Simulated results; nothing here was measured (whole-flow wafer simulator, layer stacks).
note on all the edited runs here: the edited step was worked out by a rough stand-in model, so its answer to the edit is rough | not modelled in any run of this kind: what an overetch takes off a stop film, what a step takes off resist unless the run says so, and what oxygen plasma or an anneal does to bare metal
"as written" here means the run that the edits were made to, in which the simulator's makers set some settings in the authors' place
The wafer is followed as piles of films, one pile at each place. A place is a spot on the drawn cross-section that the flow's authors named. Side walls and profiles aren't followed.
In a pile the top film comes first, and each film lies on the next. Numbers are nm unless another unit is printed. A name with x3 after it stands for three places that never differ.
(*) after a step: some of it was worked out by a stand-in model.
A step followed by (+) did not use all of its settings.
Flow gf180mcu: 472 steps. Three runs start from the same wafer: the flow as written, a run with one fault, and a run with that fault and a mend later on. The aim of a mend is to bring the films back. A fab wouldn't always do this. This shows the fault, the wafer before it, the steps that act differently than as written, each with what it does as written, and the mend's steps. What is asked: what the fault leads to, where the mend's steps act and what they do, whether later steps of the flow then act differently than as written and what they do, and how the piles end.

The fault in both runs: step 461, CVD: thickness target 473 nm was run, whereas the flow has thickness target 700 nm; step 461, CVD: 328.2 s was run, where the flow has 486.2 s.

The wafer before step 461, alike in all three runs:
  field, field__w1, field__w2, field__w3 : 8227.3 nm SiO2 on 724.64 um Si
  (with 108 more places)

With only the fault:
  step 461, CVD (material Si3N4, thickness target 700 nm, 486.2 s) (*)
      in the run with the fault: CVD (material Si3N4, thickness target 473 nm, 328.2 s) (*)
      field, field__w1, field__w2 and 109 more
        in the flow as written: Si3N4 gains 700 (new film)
        in the run with the fault: Si3N4 gains 472.5 (new film)
  Steps later in the flow that act otherwise than as written (4 more steps, not shown, differ only slightly: by at most 2% or 0.5 nm, whichever is larger):
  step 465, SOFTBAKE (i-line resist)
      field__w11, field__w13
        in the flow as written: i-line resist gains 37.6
        in the run with the fault: i-line resist gains 36.5
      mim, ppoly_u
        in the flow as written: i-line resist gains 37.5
        in the run with the fault: i-line resist gains 36.4
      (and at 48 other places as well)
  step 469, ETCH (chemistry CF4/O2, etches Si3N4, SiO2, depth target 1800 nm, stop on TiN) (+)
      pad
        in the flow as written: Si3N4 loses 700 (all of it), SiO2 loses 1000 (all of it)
        in the run with the fault: Si3N4 loses 472.5 (all of it), SiO2 loses 1000 (all of it)
  The piles end different from the flow's at field, field__w1, field__w2 and 108 more by more than 2% or 0.5 nm, whichever is larger.
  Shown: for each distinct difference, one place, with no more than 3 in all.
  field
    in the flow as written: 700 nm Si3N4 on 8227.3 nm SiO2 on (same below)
    in the run with the fault: 472.5 nm Si3N4 on 8227.3 nm SiO2 on (same below)
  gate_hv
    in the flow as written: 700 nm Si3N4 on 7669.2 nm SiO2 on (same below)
    in the run with the fault: 472.5 nm Si3N4 on 7669.2 nm SiO2 on (same below)
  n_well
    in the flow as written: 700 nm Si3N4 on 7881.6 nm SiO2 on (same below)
    in the run with the fault: 472.5 nm Si3N4 on 7881.6 nm SiO2 on (same below)

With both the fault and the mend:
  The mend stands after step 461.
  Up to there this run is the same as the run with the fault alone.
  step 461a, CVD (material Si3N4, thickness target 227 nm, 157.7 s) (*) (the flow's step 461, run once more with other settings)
      field, field__w1, field__w2 and 109 more
        Si3N4 gains 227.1
  None of the later steps of the flow differs from how it acts as written, at any place that is followed, by more than 2% or 0.5 nm, whichever is larger.
  The piles end only slightly different from the flow's at the places that both follow, by no more than 2% or 0.5 nm, whichever is larger.
